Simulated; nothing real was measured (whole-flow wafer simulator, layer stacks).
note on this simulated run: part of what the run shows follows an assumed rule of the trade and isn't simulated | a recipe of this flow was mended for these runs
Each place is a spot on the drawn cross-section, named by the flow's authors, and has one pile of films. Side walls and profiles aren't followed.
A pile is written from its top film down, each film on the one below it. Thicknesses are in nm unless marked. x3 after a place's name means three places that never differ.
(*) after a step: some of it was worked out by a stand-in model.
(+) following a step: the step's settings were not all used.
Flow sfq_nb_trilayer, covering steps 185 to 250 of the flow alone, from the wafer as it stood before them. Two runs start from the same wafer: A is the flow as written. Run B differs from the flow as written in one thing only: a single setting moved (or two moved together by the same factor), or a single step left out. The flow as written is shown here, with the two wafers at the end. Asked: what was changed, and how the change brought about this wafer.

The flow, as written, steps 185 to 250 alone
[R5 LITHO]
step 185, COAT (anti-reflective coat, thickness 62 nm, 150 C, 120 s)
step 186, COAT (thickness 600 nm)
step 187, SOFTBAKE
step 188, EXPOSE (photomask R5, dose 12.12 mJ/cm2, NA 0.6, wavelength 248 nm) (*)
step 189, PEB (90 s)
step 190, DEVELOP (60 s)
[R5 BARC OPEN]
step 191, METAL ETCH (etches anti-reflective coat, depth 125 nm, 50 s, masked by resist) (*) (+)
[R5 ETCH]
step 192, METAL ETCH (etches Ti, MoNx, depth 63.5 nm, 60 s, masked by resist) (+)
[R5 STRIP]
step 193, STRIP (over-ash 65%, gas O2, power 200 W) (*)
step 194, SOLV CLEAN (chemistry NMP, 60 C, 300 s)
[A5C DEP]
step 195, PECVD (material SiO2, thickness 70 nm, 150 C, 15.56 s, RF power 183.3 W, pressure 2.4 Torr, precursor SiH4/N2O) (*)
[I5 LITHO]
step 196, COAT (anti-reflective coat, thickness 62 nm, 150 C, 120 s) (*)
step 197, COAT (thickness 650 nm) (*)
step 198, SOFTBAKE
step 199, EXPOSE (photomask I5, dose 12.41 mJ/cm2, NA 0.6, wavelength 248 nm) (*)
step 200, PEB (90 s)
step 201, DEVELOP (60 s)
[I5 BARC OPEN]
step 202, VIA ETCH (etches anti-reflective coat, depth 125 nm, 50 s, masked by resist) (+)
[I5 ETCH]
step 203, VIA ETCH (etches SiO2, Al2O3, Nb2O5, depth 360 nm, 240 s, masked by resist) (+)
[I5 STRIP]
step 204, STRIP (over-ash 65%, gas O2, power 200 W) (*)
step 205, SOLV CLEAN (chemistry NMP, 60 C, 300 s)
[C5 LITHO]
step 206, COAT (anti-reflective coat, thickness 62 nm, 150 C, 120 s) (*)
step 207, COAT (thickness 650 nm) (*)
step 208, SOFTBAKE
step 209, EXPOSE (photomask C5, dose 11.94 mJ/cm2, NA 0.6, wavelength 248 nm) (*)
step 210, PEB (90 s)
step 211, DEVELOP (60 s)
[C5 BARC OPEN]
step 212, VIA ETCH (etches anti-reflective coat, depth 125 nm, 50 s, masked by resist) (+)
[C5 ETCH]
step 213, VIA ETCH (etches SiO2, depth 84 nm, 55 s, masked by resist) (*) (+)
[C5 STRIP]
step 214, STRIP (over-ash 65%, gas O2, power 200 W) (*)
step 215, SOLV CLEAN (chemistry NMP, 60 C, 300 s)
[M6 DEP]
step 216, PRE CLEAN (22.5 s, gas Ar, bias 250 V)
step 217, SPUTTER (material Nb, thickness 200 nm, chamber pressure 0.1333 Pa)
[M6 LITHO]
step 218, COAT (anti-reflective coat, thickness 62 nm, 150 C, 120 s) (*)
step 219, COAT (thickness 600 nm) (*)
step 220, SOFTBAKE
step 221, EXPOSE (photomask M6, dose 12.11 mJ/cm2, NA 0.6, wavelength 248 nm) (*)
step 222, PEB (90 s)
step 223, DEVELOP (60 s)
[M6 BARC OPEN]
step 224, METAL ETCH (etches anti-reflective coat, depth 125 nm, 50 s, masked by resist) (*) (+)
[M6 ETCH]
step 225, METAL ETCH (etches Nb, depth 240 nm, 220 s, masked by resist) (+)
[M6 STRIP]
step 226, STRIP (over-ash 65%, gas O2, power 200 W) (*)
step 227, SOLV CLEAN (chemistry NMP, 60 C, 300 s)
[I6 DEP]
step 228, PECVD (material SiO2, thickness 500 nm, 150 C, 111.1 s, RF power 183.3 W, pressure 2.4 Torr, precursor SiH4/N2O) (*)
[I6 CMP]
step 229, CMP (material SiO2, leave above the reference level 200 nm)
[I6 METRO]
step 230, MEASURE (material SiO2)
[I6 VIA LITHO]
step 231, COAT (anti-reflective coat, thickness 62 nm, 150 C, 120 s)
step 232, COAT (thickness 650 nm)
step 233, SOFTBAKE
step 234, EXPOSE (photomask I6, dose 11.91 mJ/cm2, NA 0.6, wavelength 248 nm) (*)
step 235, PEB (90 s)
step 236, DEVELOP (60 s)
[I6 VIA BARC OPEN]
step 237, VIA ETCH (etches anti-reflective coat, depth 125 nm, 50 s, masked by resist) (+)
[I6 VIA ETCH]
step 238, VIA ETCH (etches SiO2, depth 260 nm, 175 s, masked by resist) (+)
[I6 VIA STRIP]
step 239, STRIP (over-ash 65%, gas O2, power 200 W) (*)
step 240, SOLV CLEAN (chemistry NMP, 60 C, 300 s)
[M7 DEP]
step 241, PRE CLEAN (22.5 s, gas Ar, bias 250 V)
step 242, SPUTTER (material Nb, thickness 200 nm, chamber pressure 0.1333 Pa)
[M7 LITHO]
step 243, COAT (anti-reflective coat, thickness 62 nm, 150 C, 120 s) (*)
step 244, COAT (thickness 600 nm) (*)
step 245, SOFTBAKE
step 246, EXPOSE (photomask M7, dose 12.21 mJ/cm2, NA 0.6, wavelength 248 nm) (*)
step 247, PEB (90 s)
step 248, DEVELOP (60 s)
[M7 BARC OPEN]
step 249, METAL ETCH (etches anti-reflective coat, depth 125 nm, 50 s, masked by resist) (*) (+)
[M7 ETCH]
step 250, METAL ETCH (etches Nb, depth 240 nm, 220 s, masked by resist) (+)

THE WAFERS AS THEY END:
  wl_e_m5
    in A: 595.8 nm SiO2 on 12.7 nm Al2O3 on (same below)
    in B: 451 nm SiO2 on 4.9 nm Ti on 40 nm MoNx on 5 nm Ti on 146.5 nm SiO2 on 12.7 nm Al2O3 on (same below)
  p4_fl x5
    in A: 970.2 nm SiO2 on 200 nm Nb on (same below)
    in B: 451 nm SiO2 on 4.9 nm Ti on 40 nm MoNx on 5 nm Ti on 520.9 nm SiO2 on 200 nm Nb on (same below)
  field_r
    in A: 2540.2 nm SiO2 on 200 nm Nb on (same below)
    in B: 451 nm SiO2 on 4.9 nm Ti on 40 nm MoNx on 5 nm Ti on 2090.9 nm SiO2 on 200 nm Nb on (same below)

Cause: step 188, EXPOSE: dose 5.076 mJ/cm2 was run, whereas the flow has dose 12.12 mJ/cm2.

The path from the change to this, step by step:
  step 190, DEVELOP (60 s)
      field_l, v_sur, via_wl and 96 more: A KrF-resist-other-grade loses 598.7 (all of it) | B KrF-resist-other-grade loses 552.6
  step 191, METAL ETCH (etches anti-reflective coat, depth 125 nm, 50 s, masked by resist) (*) (+)
      field_l, v_sur, via_wl and 96 more: A anti-reflective coat loses 62 (all of it) | B KrF-resist-other-grade loses 46.1 (all of it), anti-reflective coat loses 42
  step 192, METAL ETCH (etches Ti, MoNx, depth 63.5 nm, 60 s, masked by resist) (+)
      field_l, v_sur, via_wl and 92 more: A Ti loses 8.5 (all of it), MoNx loses 40 (all of it), Ti loses 5 (all of it), SiO2 loses 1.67 | B anti-reflective coat loses 20 (all of it), Ti loses 3.6
      ce_l, c5j, ce_r, wl_jj: A Ti loses 8.5 (all of it), MoNx loses 40 (all of it), Ti loses 5 (all of it), Nb loses 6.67 | B anti-reflective coat loses 20 (all of it), Ti loses 3.6
  step 195, PECVD (material SiO2, thickness 70 nm, 150 C, 15.56 s, RF power 183.3 W, pressure 2.4 Torr, precursor SiH4/N2O) (*)
      field_l, v_sur, via_wl and 92 more: A SiO2 gains 70 | B SiO2 gains 70 (new film)
  step 196, COAT (anti-reflective coat, thickness 62 nm, 150 C, 120 s) (*)
      r5r_line_l, r5r_line_c, r5r_line_r: A anti-reflective coat gains 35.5 (new film) | B anti-reflective coat gains 60 (new film)
      wl_j_sl, wl_j_sr: A anti-reflective coat gains 60.5 (new film) | B anti-reflective coat gains 62 (new film)
      (and at 16 other places as well)
  step 197, COAT (thickness 650 nm) (*)
      be_r: A KrF-resist-other-grade gains 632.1 (new film) | B KrF-resist-other-grade gains 648.9 (new film)
      r_sur: A KrF-resist-other-grade gains 622.3 (new film) | B KrF-resist-other-grade gains 648.4 (new film)
      (and at 2 other places as well)
  step 203, VIA ETCH (etches SiO2, Al2O3, Nb2O5, depth 360 nm, 240 s, masked by resist) (+)
      be: A SiO2 loses 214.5 (all of it), Al2O3 loses 12.7 (all of it), Nb2O5 loses 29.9 (all of it), Nb loses 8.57 | B SiO2 loses 69.7 (all of it), Ti loses 1.39
  step 204, STRIP (over-ash 65%, gas O2, power 200 W) (*)
      r5r_line_l, r5r_line_c, r5r_line_r: A KrF-resist-other-grade loses 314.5 (all of it), anti-reflective coat loses 35.5 (all of it) | B KrF-resist-other-grade loses 315.6 (all of it), anti-reflective coat loses 60 (all of it)
      wl_j_sl, wl_j_sr: A KrF-resist-other-grade loses 316.4 (all of it), anti-reflective coat loses 60.5 (all of it) | B KrF-resist-other-grade loses 315.7 (all of it), anti-reflective coat loses 62 (all of it)
      (and at 17 other places as well)
  step 206, COAT (anti-reflective coat, thickness 62 nm, 150 C, 120 s) (*)
      r5r_line_l, r5r_line_c, r5r_line_r: A anti-reflective coat gains 35.5 (new film) | B anti-reflective coat gains 60 (new film)
      wl_j_sl, wl_j_sr: A anti-reflective coat gains 60.5 (new film) | B anti-reflective coat gains 62 (new film)
      (and at 20 other places as well)
  step 207, COAT (thickness 650 nm) (*)
      be: A KrF-resist-other-grade gains 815 (new film) | B KrF-resist-other-grade gains 670.8 (new film)
      be_r: A KrF-resist-other-grade gains 631.2 (new film) | B KrF-resist-other-grade gains 648.5 (new film)
      (and at 3 other places as well)
  step 211, DEVELOP (60 s)
      res: A KrF-resist-other-grade loses 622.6 (all of it) | B KrF-resist-other-grade loses 646.7 (all of it)
  step 212, VIA ETCH (etches anti-reflective coat, depth 125 nm, 50 s, masked by resist) (+)
      c5j: A anti-reflective coat loses 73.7 (all of it), SiO2 loses 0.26 | B anti-reflective coat loses 64.4 (all of it), SiO2 loses 0.3
      res: A anti-reflective coat loses 57.9 (all of it), SiO2 loses 0.34 | B anti-reflective coat loses 61.4 (all of it), SiO2 loses 0.32
  step 213, VIA ETCH (etches SiO2, depth 84 nm, 55 s, masked by resist) (*) (+)
      c5j: A SiO2 loses 69.7 (all of it), Nb loses 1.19 | B SiO2 loses 69.7 (all of it), Ti loses 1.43
  step 214, STRIP (over-ash 65%, gas O2, power 200 W) (*)
      r5r_line_l, r5r_line_c, r5r_line_r: A KrF-resist-other-grade loses 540 (all of it), anti-reflective coat loses 35.5 (all of it) | B KrF-resist-other-grade loses 541.1 (all of it), anti-reflective coat loses 60 (all of it)
      wl_j_sl, wl_j_sr: A KrF-resist-other-grade loses 541.9 (all of it), anti-reflective coat loses 60.5 (all of it) | B KrF-resist-other-grade loses 541.2 (all of it), anti-reflective coat loses 62 (all of it)
      (and at 19 other places as well)
  step 216, PRE CLEAN (22.5 s, gas Ar, bias 250 V)
      be: A Nb loses 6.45 | B Ti loses 3.5 (all of it), MoNx loses 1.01
      c5j: A Nb loses 6.45 | B Ti loses 3.47 (all of it), MoNx loses 1.04
  step 217, SPUTTER (material Nb, thickness 200 nm, chamber pressure 0.1333 Pa)
      be: A Nb gains 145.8 | B Nb gains 192.6 (new film)
      c5j: A Nb gains 188.4 | B Nb gains 189.1 (new film)
  ... 6 further steps ...
  step 229, CMP (material SiO2, leave above the reference level 200 nm)
      be_r, r_sur, r_end: A SiO2 loses 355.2 | B SiO2 loses 303.6
      r5r_line_l, r5r_line_c, r5r_line_r: A SiO2 loses 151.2 | B SiO2 loses 99.6
      (and at 5 other places as well)
Taking metal films that touch as one body, wl_e_m5 has 7 bodies (between them, from the top down: SiO2 146.5 / Al2O3 12.7 / Nb2O5 29.9; SiO2 192.5; SiO2 192.5; SiO2 192.5; SiO2 192.5; SiO2 192.5); the flow as written gives 6 bodies (between them, from the top down: SiO2 192.5; SiO2 192.5; SiO2 192.5; SiO2 192.5; SiO2 192.5).
Taking metal films that touch as one body, p4_fl x5 has 3 bodies (between them, from the top down: SiO2 520.9; SiO2 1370); the flow as written gives 2 bodies (between them, from the top down: SiO2 1370).
Taking metal films that touch as one body, field_r has 2 bodies (between them, from the top down: SiO2 2090.9); the flow as written gives 1 body.
